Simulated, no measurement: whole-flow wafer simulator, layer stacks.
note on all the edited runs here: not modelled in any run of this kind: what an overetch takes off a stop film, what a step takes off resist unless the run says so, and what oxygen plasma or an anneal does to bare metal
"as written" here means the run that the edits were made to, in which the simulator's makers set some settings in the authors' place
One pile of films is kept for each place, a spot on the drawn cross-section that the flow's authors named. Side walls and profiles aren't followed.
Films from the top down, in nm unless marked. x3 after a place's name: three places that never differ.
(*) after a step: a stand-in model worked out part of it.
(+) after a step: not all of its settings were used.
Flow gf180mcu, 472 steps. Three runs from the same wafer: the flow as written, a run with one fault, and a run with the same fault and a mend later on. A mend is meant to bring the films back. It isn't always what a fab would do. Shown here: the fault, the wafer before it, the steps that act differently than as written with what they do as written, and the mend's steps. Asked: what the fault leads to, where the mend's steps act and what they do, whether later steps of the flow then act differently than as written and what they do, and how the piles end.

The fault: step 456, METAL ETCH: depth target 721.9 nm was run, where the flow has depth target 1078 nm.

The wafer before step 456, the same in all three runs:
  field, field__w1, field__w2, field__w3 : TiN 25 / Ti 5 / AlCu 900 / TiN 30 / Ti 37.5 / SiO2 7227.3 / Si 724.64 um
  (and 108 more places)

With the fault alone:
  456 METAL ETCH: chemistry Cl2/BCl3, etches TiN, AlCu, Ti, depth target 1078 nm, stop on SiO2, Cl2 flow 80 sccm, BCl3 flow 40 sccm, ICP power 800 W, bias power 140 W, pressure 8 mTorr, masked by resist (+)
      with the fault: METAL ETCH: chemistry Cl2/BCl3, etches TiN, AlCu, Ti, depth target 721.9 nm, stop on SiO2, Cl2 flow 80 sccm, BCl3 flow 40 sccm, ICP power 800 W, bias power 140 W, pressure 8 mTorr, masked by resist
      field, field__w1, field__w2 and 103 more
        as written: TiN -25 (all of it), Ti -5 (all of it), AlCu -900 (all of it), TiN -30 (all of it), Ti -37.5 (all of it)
        with the fault: TiN -25 (all of it), Ti -5 (all of it), AlCu -691.9
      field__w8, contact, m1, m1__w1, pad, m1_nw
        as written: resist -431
        with the fault: resist -288.8
  Later steps of the flow that act differently than as written:
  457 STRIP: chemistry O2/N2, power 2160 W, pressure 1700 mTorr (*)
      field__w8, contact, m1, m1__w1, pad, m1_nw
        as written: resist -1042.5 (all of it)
        with the fault: resist -1184.7 (all of it)
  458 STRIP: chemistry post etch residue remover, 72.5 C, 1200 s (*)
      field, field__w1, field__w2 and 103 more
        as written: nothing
        with the fault: AlCu -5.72
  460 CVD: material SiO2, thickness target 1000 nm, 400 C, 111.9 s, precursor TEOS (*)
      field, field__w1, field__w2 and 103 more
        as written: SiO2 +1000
        with the fault: SiO2 +1000 (new film)
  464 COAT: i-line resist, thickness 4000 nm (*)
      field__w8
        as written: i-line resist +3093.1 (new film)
        with the fault: i-line resist +3333 (new film)
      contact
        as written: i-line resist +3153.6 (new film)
        with the fault: i-line resist +3369.1 (new film)
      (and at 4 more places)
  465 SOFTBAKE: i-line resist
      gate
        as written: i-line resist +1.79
        with the fault: i-line resist -0.48
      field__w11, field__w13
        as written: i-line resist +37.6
        with the fault: i-line resist +24
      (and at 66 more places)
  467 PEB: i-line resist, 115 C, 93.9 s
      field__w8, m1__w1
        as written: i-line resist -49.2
        with the fault: i-line resist -54.1
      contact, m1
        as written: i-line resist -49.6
        with the fault: i-line resist -54.4
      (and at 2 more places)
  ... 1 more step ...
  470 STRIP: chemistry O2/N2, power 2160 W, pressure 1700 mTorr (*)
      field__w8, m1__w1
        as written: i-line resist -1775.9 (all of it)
        with the fault: i-line resist -2034.6 (all of it)
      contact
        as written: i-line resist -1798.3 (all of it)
        with the fault: i-line resist -2048.2 (all of it)
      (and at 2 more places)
  At the end the piles differ from the flow's by more than 2% or 0.5 nm, whichever is larger, at field, field__w1, field__w2 and 103 more.
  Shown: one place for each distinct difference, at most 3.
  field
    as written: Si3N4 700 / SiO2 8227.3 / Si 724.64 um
    with the fault: Si3N4 700 / SiO2 1000 / AlCu 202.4 / TiN 30 / Ti 37.5 / SiO2 7227.3 / Si 724.64 um
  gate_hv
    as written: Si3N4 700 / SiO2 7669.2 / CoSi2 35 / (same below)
    with the fault: Si3N4 700 / SiO2 1000 / AlCu 202.4 / TiN 30 / Ti 37.5 / SiO2 6669.2 / CoSi2 35 / (same below)
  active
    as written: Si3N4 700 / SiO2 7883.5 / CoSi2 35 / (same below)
    with the fault: Si3N4 700 / SiO2 1000 / AlCu 202.4 / TiN 30 / Ti 37.5 / SiO2 6883.5 / CoSi2 35 / (same below)

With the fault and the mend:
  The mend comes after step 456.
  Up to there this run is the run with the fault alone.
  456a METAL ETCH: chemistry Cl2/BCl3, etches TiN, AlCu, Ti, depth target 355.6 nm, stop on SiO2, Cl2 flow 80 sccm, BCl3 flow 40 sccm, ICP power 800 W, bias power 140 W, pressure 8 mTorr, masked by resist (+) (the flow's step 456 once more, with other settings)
      field, field__w1, field__w2 and 103 more
        AlCu -208.1 (all of it), TiN -30 (all of it), Ti -37.5 (all of it)
      field__w8, contact, m1, m1__w1, pad, m1_nw
        resist -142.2
  No later step of the flow acts differently than as written at any place that is followed.
  At the end the piles are the same as the flow's at every place that both follow.
